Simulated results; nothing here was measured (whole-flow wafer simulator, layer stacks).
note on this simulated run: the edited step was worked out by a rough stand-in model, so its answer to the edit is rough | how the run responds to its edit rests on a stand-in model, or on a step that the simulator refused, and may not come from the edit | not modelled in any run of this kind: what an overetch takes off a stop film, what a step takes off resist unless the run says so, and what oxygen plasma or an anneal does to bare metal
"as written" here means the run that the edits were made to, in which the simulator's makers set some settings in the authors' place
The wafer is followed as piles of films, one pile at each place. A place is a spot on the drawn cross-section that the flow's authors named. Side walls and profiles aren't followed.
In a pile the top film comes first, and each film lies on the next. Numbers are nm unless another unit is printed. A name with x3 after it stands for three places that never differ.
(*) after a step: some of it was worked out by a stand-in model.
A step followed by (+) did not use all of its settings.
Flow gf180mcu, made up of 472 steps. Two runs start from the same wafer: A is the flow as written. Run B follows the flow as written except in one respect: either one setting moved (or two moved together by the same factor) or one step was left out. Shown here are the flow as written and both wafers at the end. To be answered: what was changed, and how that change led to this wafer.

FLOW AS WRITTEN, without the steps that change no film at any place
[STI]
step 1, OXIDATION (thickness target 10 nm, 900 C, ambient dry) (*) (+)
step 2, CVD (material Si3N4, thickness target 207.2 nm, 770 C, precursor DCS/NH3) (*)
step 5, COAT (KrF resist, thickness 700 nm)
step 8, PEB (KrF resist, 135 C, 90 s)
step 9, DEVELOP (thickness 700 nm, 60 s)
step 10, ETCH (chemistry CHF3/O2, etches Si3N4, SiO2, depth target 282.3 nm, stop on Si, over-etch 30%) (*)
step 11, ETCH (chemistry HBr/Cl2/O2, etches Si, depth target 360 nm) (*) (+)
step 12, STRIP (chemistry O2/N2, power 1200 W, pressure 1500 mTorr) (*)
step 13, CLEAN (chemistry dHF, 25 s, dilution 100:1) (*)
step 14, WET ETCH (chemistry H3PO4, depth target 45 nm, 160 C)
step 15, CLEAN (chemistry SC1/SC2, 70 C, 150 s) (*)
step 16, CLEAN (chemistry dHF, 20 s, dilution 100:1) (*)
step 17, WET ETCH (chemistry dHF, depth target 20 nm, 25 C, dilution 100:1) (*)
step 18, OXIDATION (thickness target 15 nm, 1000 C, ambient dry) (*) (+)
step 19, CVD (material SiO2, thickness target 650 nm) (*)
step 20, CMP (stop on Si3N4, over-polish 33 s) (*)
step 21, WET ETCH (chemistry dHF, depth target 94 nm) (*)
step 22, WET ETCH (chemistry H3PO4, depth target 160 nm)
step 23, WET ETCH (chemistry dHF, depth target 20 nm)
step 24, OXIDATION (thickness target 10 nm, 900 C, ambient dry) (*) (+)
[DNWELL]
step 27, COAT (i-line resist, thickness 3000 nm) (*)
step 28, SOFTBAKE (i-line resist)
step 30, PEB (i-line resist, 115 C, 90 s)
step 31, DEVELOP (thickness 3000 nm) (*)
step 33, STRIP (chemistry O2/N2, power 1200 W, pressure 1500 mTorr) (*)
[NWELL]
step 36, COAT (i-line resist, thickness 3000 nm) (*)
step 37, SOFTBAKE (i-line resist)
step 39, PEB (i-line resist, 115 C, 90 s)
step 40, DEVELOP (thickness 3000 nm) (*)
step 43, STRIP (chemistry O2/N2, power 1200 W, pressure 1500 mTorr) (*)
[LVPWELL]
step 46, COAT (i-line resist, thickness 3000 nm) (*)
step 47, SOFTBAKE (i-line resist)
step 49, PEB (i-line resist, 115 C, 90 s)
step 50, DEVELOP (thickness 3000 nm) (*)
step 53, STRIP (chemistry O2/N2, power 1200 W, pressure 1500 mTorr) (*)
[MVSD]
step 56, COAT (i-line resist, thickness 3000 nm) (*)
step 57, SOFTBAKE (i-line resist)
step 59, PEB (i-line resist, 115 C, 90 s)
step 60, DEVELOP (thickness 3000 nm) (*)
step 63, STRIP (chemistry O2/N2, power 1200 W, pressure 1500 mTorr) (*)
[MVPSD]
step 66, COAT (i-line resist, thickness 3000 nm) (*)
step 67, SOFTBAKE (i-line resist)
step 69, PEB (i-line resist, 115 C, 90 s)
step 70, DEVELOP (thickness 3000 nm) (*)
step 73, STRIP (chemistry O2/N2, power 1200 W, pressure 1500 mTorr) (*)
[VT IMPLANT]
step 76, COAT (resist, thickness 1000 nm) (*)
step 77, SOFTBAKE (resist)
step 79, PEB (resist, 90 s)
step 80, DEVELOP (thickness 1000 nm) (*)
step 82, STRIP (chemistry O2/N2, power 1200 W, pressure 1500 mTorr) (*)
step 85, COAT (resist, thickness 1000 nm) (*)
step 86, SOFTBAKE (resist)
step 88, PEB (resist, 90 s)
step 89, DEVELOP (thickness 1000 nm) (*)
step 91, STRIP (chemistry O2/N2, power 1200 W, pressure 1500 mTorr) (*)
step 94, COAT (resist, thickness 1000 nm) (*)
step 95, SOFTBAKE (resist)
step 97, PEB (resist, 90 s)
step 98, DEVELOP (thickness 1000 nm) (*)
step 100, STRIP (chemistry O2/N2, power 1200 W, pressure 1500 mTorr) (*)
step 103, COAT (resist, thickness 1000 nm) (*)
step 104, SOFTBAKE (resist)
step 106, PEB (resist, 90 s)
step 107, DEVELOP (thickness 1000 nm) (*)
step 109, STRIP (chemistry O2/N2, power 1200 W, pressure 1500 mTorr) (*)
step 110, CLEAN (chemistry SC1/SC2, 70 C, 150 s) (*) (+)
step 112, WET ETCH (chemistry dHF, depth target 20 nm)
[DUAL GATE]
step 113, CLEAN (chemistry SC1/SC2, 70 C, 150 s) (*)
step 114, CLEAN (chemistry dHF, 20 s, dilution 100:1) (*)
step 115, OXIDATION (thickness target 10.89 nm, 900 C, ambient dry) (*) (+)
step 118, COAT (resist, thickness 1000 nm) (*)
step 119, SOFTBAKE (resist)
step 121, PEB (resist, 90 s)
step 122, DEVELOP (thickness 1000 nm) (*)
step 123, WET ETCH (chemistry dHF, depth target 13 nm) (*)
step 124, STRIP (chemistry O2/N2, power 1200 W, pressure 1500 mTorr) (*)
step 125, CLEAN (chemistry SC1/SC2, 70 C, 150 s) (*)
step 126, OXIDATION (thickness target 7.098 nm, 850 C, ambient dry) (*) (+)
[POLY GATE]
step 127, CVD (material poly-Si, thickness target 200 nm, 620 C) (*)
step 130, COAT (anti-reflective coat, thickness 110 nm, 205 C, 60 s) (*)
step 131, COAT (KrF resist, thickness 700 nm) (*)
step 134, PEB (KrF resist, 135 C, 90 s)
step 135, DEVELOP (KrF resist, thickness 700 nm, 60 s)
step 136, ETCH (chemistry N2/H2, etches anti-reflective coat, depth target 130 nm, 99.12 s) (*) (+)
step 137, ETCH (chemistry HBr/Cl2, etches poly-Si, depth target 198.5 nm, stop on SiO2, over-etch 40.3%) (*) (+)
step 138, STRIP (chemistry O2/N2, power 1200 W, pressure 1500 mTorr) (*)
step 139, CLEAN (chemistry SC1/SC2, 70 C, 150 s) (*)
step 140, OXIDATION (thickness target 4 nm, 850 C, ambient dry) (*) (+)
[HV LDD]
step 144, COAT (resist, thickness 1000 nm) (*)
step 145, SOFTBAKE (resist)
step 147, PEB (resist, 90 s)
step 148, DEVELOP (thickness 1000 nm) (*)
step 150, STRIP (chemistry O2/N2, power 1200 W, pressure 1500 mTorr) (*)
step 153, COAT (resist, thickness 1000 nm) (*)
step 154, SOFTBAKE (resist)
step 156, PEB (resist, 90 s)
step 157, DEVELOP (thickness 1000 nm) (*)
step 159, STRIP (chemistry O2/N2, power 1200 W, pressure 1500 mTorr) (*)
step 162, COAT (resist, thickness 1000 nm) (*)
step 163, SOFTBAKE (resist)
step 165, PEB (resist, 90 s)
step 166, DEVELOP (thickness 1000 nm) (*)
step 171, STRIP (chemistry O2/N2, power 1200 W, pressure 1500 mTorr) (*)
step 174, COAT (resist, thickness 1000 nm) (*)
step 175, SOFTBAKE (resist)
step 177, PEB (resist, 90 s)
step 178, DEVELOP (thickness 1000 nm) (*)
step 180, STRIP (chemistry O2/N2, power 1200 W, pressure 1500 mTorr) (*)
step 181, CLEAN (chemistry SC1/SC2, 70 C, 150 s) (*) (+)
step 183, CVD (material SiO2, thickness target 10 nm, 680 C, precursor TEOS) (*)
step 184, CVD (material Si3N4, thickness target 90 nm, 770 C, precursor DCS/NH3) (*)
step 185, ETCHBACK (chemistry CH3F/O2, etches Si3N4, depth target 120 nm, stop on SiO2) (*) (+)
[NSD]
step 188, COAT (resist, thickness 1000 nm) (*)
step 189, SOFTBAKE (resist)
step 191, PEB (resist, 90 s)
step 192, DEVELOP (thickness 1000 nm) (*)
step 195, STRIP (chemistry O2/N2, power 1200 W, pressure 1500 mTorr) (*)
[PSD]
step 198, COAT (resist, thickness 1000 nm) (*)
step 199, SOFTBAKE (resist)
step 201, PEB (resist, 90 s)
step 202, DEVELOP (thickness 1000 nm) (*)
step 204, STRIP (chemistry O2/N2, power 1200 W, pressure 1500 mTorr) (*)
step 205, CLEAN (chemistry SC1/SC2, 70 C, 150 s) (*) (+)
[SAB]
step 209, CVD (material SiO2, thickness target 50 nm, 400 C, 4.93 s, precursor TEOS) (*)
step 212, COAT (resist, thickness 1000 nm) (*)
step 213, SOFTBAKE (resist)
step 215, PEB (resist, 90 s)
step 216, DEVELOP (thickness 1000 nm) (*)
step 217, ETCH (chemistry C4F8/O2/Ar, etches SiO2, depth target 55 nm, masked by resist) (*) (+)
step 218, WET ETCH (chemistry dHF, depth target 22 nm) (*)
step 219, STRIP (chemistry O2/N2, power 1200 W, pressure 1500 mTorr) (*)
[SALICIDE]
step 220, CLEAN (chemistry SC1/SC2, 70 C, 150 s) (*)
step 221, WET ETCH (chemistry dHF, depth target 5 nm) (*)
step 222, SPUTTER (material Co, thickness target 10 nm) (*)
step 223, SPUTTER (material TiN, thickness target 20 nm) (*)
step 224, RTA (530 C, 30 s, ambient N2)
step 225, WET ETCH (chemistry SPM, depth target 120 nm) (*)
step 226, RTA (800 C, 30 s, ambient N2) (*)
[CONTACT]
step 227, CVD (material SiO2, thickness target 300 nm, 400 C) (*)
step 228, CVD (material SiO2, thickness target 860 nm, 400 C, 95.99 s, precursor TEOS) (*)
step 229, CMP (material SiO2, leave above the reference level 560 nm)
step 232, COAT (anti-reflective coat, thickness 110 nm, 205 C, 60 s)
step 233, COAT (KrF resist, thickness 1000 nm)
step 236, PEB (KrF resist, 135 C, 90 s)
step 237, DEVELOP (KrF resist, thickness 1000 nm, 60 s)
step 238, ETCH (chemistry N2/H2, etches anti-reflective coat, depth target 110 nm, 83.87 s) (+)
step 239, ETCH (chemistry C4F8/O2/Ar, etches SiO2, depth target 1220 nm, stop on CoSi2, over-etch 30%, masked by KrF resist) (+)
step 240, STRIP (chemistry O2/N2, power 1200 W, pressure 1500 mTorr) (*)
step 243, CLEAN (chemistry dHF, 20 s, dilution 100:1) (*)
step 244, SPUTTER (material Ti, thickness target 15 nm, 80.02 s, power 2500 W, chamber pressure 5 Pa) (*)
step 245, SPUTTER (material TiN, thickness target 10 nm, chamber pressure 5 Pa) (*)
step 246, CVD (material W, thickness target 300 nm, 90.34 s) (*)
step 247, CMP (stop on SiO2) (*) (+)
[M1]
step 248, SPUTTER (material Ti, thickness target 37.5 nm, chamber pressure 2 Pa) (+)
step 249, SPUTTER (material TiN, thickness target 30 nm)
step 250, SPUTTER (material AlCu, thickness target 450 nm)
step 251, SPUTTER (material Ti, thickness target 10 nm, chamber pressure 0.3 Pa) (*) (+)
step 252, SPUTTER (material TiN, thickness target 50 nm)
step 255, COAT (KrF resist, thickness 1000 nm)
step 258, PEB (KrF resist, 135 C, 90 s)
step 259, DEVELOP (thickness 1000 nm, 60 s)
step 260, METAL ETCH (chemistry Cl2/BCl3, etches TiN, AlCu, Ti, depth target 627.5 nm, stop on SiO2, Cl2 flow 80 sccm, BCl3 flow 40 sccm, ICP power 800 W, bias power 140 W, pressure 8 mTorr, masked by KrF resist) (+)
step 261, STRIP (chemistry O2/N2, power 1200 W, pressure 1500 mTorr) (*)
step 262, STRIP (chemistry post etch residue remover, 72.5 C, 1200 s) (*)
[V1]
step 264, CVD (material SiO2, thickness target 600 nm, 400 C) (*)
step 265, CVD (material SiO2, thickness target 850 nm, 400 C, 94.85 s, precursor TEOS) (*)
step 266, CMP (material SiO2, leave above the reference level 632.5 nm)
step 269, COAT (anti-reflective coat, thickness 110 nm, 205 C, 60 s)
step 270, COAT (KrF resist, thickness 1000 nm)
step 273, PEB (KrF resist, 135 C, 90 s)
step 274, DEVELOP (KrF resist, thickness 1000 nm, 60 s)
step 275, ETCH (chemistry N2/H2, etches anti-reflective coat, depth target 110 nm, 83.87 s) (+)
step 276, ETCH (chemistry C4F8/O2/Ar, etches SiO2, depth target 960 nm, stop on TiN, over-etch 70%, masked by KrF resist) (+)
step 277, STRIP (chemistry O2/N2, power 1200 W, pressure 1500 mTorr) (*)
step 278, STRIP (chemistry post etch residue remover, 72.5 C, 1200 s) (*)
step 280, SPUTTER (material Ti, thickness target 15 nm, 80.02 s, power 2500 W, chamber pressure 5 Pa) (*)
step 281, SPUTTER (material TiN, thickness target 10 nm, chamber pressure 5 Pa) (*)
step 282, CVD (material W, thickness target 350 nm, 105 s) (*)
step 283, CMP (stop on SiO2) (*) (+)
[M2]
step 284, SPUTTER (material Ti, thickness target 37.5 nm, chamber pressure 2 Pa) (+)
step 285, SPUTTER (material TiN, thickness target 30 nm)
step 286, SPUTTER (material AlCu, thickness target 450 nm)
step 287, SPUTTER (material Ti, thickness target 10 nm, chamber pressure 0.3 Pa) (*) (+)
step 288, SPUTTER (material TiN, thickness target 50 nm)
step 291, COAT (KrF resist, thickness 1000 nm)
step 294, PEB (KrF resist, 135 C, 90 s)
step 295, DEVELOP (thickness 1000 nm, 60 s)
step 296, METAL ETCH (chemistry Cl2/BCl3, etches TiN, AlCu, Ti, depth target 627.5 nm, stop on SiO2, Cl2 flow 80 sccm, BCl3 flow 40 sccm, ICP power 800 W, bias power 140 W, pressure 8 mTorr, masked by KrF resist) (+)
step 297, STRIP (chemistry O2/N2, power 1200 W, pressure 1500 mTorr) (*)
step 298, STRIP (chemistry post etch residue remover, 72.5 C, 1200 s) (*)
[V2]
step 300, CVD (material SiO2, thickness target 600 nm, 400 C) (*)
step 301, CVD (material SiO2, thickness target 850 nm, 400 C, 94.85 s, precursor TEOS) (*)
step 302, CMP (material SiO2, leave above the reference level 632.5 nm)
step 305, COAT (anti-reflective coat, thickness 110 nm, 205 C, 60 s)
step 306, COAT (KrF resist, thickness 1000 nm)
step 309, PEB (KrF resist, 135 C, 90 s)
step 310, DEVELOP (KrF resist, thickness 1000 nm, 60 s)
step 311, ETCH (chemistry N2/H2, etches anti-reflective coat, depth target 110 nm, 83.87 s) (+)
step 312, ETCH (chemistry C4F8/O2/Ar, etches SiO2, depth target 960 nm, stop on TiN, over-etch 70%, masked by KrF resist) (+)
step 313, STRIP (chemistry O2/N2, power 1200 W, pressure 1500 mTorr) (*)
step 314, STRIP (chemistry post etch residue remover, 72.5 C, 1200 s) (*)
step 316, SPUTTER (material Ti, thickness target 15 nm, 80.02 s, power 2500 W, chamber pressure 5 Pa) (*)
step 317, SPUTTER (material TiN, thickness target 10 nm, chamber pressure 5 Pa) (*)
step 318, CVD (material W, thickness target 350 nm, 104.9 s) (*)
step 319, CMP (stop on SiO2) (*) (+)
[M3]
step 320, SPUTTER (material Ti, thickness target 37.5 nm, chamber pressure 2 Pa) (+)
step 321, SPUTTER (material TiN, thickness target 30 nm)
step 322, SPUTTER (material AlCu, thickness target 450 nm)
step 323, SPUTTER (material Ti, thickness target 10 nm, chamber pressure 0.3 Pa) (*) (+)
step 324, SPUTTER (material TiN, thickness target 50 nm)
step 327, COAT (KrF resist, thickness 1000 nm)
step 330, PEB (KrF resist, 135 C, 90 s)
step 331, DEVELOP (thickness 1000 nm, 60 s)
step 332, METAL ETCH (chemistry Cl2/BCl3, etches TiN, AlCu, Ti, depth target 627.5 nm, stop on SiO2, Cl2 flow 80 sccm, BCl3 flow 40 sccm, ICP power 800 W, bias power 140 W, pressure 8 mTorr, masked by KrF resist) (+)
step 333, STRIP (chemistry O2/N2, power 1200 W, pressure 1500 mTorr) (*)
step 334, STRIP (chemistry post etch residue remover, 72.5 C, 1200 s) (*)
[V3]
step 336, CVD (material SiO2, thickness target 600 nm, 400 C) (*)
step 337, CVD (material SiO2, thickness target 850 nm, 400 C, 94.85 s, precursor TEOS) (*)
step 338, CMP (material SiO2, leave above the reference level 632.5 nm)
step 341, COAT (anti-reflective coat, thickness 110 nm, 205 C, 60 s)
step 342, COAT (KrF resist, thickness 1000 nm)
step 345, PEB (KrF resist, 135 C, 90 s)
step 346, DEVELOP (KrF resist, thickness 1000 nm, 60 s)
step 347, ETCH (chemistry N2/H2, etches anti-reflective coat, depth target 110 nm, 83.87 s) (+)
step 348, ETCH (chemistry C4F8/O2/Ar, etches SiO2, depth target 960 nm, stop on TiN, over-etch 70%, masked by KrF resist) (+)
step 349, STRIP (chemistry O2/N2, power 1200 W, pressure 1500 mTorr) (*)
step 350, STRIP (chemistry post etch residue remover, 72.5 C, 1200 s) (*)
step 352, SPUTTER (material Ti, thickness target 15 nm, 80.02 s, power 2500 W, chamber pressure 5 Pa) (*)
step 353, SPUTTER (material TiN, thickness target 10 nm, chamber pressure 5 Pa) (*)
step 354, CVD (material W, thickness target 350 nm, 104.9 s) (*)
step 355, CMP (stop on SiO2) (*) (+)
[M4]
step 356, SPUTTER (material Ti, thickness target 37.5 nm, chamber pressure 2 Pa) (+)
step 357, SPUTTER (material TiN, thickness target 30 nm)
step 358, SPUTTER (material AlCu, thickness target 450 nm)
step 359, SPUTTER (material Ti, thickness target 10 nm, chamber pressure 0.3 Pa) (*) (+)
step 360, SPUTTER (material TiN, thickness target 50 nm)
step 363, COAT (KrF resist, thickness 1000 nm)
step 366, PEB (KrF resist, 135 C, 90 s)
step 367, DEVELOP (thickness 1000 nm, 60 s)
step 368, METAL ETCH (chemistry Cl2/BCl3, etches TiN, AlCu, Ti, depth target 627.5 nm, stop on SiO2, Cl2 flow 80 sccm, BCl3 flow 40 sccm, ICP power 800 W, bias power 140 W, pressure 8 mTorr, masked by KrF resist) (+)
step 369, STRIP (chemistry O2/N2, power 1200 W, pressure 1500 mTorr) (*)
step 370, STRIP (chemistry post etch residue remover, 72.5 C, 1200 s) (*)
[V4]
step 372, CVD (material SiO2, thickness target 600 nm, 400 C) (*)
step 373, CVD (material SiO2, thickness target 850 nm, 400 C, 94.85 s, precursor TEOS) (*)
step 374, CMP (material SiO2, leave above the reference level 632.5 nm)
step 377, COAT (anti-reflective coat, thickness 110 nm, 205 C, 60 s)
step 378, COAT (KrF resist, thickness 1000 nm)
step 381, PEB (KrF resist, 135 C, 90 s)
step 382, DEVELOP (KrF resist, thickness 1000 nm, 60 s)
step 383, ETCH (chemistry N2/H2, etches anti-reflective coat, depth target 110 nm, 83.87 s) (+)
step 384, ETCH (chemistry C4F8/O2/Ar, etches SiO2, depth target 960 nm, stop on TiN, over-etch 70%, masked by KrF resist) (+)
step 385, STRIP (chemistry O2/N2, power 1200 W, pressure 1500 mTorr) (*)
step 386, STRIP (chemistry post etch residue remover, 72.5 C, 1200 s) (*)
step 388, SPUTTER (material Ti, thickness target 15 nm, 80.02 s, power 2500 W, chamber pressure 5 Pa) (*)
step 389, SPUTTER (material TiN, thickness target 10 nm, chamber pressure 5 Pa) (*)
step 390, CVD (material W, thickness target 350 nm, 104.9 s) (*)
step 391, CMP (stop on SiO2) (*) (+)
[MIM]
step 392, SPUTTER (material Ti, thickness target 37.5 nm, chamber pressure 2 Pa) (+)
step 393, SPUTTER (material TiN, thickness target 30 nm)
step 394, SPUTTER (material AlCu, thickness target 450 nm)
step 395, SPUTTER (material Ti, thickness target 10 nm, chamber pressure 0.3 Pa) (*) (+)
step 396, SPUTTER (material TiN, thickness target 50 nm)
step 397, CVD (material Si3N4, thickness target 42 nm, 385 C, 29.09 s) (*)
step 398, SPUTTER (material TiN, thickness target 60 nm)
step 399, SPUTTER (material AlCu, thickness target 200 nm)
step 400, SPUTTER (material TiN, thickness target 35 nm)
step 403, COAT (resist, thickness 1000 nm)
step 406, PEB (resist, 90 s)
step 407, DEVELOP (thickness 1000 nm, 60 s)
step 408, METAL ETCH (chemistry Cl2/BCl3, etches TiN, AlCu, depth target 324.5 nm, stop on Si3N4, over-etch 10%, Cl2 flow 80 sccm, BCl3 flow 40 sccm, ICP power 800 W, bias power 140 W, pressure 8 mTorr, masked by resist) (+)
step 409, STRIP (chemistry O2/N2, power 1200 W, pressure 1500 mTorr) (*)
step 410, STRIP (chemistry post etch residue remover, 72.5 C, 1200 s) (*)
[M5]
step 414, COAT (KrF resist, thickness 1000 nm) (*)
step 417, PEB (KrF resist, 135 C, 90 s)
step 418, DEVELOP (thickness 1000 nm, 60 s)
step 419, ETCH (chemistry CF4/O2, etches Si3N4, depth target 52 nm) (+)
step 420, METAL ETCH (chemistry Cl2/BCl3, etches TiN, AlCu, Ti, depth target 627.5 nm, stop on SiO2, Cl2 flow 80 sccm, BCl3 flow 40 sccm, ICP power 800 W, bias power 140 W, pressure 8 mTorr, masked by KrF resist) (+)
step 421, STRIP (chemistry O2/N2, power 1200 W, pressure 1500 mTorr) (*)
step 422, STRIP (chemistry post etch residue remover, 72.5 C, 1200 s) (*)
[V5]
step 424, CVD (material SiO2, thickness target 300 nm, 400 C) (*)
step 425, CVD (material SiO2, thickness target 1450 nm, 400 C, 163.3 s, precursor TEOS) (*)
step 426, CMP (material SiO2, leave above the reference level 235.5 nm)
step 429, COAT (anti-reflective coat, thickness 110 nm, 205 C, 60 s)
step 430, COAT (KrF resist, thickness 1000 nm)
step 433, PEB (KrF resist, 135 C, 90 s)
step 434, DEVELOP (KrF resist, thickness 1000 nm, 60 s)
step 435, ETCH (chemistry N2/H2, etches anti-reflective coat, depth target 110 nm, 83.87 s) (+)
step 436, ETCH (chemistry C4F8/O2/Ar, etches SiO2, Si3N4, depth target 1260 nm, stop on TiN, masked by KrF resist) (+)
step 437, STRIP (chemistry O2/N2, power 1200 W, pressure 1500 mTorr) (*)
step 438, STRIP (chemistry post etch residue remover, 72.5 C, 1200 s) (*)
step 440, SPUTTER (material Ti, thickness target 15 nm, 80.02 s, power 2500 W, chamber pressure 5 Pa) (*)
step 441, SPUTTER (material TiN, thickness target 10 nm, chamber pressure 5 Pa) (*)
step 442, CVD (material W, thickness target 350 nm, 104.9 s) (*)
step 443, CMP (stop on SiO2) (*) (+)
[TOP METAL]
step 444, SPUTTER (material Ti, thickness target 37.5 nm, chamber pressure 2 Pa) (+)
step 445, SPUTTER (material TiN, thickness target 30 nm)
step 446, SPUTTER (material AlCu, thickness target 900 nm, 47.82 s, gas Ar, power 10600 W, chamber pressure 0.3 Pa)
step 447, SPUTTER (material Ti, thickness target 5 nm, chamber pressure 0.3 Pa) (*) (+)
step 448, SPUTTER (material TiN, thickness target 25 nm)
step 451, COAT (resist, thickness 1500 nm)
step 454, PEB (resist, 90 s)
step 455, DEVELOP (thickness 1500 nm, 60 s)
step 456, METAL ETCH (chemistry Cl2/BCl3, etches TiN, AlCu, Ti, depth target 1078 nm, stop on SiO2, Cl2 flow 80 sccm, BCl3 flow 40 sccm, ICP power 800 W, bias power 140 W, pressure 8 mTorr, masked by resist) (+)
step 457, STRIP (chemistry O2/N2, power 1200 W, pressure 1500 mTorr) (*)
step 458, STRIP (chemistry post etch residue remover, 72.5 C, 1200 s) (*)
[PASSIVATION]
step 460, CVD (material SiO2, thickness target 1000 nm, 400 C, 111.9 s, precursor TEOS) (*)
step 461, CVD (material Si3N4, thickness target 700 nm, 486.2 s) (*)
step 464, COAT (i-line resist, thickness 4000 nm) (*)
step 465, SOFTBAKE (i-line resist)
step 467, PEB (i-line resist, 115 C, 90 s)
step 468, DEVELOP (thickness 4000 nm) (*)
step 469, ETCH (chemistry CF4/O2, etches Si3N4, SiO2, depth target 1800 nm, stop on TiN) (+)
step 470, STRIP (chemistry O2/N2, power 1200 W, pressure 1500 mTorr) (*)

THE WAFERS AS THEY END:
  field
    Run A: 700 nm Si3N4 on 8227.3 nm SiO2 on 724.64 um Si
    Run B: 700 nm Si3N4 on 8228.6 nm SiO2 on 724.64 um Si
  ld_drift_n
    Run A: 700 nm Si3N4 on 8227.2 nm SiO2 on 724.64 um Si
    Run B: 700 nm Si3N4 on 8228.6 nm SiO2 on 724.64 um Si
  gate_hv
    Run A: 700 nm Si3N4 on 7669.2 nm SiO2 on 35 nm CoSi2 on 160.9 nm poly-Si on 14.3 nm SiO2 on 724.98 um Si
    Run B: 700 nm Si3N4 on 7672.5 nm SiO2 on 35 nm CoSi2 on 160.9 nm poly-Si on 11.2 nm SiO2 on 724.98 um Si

Cause: step 126, OXIDATION: 737 C was run, whereas the flow has 850 C.

The path from the change to this, step by step:
  step 126, OXIDATION (thickness target 7.098 nm, 850 C, ambient dry) (*) (+)
      field_sub, field_sub__w2, m1, ppoly_u, ppoly_sal: A +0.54 SiO2, -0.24 Si | B nothing
      field_sub__w1, field_sub__w3, field_sub__w4, field_sub__w5, ld_drift_n: A +0.52 SiO2, -0.23 Si | B nothing
      (as well as at 46 more places)
  step 140, OXIDATION (thickness target 4 nm, 850 C, ambient dry) (*) (+)
      active, n_well, p_well and 10 more: A +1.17 SiO2, -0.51 Si | B +1.71 SiO2, -0.75 Si
  step 145, SOFTBAKE (resist)
      active_nat: A +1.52 resist | B +2.56 resist
  step 154, SOFTBAKE (resist)
      active_nat: A +1.52 resist | B +2.56 resist
  step 163, SOFTBAKE (resist)
      active_nat: A +1.52 resist | B +2.56 resist
  step 175, SOFTBAKE (resist)
      active_nat: A +1.52 resist | B +2.56 resist
  step 189, SOFTBAKE (resist)
      field__w9: A +1.85 resist | B -1.05 resist
      active_hv: A +0.78 resist | B +0.19 resist
      (as well as at 1 more place)
  step 199, SOFTBAKE (resist)
      field__w9: A +1.85 resist | B -1.05 resist
      active_hv: A +0.78 resist | B +0.19 resist
      (as well as at 1 more place)
  step 218, WET ETCH (chemistry dHF, depth target 22 nm) (*)
      active, p_well, sd_n, iso_ptap_pw, iso_ntap_nw, iso_ptap_sub, vpnp_e: A -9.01 SiO2 (all of it) | B -5.48 SiO2 (all of it)
      ldn_tap, ldn_src, ldn_drn, ldp_tap, ldp_src, ldp_drn, ldp_gr: A -16 SiO2 (all of it) | B -13.1 SiO2 (all of it)
      (as well as at 9 more places)
  step 223, SPUTTER (material TiN, thickness target 20 nm) (*)
      field__w12: A +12 TiN (new film) | B +12.6 TiN (new film)
  step 225, WET ETCH (chemistry SPM, depth target 120 nm) (*)
      field__w12: A -12 TiN (all of it), -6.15 Co (all of it) | B -12.6 TiN (all of it), -6.14 Co (all of it)
